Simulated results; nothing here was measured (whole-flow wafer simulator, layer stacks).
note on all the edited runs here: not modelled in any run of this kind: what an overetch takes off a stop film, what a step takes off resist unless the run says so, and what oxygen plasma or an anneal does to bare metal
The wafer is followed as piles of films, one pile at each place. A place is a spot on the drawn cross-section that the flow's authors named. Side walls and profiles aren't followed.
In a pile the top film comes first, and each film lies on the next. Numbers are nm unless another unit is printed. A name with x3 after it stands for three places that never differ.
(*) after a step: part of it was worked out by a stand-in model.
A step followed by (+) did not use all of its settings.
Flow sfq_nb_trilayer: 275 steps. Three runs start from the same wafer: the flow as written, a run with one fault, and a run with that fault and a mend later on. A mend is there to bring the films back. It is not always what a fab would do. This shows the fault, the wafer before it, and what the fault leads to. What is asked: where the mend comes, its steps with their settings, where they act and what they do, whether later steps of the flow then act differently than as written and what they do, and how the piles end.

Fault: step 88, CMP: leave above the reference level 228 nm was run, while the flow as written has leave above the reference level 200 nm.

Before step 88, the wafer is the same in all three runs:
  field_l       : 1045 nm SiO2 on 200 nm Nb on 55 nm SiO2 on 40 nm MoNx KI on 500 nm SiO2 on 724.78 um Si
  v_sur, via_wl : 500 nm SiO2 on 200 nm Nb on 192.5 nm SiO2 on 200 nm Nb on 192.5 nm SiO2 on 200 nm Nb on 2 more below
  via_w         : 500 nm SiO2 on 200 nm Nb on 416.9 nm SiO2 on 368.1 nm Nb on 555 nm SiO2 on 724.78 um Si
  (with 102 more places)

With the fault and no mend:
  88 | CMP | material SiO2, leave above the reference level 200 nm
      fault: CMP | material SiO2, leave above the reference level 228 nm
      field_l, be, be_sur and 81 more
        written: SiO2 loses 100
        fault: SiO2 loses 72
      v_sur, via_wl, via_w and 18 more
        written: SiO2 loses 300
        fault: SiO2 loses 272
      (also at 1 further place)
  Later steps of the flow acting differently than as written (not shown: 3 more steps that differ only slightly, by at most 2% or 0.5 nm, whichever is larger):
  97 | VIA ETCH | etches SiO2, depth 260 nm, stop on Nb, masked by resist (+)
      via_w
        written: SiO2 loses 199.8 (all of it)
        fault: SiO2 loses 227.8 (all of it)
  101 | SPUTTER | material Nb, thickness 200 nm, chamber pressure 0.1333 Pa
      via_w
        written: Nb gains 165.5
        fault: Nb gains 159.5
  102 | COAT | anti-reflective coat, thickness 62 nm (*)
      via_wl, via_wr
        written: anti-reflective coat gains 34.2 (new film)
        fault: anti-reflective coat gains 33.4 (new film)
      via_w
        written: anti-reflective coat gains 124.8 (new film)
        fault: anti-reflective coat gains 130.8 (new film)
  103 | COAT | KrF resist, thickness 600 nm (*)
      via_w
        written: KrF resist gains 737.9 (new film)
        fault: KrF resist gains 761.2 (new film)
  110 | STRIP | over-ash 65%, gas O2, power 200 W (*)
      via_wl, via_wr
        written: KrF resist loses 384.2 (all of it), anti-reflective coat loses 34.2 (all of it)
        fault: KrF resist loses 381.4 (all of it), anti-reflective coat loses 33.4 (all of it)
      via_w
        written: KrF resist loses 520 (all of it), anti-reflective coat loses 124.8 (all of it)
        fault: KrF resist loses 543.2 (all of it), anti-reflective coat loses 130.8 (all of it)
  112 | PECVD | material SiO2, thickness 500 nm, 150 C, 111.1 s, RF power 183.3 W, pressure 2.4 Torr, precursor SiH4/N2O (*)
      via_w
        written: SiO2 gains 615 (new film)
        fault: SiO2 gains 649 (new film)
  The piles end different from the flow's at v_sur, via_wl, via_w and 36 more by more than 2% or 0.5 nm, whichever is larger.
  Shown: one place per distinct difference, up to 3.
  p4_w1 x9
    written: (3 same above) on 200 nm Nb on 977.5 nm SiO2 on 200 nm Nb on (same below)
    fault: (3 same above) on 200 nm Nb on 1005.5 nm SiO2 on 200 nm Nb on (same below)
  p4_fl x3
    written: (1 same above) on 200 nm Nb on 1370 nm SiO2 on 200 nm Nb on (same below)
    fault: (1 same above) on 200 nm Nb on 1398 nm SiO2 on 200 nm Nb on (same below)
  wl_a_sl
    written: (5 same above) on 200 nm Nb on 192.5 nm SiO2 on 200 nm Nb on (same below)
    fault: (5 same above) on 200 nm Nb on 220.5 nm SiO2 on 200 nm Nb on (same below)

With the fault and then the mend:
  The mend follows step 89.
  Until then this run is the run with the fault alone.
  89a | CMP | material SiO2, leave above the reference level 200 nm (the flow's step 88 again)
      field_l, v_sur, via_wl and 103 more
        SiO2 loses 28
  Later steps of the flow that are run all act as written at every place that is followed.
  The piles end the same as the flow's at every place that both follow.
